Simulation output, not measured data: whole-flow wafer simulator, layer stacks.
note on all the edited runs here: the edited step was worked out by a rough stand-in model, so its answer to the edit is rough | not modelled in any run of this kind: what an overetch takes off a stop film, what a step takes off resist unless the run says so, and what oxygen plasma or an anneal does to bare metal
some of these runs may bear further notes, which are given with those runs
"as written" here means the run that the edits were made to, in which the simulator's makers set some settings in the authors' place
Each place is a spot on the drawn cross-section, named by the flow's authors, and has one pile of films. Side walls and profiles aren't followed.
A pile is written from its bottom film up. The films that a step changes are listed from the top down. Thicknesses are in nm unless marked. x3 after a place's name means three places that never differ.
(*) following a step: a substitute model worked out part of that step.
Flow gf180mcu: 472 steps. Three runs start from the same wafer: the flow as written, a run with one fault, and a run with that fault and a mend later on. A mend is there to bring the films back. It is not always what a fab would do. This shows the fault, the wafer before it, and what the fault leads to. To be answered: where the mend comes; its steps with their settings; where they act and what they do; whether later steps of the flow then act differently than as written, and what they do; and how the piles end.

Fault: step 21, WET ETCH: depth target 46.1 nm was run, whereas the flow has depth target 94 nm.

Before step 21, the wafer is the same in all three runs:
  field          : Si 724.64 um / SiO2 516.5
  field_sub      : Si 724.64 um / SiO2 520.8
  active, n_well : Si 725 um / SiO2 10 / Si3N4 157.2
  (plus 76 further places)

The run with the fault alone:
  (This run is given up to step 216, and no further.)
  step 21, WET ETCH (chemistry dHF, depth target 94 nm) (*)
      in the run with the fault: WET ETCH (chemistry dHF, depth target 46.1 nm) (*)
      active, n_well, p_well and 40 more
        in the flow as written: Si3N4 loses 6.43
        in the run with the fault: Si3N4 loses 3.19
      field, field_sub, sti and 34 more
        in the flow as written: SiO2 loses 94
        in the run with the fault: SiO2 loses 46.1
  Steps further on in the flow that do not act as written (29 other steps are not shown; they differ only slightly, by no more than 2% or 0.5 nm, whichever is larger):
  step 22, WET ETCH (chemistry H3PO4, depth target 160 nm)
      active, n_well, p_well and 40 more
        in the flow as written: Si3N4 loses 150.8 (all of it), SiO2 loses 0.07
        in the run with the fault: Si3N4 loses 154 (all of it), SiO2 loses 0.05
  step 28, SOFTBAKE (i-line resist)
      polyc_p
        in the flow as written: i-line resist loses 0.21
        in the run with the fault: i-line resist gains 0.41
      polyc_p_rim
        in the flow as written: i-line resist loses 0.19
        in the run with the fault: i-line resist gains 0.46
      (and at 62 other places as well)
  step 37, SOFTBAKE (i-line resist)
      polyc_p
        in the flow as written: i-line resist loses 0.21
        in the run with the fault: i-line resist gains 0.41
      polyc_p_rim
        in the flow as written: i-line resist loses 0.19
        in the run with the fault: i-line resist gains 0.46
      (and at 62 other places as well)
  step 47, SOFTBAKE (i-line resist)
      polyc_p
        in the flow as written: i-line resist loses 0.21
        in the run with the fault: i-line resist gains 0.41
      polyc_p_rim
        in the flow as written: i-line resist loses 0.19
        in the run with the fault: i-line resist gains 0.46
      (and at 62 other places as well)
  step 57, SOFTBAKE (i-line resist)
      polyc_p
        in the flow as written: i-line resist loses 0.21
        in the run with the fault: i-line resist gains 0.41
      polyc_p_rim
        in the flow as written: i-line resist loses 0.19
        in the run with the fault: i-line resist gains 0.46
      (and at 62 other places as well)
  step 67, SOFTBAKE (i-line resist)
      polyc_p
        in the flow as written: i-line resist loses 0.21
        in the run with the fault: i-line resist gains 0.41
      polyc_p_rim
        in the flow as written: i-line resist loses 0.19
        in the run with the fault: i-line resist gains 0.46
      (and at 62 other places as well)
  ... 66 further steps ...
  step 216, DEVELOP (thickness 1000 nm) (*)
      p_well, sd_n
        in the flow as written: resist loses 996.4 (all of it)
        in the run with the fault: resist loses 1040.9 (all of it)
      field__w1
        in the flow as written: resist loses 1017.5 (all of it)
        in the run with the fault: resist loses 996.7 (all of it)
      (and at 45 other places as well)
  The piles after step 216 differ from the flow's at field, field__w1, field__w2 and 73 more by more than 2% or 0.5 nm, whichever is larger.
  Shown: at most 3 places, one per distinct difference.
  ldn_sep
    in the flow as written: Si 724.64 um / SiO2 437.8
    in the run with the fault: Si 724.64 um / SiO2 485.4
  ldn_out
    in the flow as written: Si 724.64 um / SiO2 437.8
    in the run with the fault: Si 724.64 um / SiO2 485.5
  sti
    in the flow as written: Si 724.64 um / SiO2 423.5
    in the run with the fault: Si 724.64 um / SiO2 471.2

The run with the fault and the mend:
  The mend follows step 21.
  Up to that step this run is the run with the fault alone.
  step 21a, WET ETCH (chemistry dHF, depth target 47.9 nm) (a further turn of the flow's step 21, with different settings)
      field, field_sub, sti and 34 more
        SiO2 loses 47.9
  Steps further on in the flow that do not act as written (7 other steps are not shown; they differ only slightly, by no more than 2% or 0.5 nm, whichever is larger):
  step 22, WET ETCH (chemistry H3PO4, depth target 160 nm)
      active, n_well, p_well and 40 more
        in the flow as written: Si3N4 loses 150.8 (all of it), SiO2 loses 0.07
        in the run with the mend: Si3N4 loses 154 (all of it), SiO2 loses 0.05
  At every place that both follow, the piles at the end match the flow's.
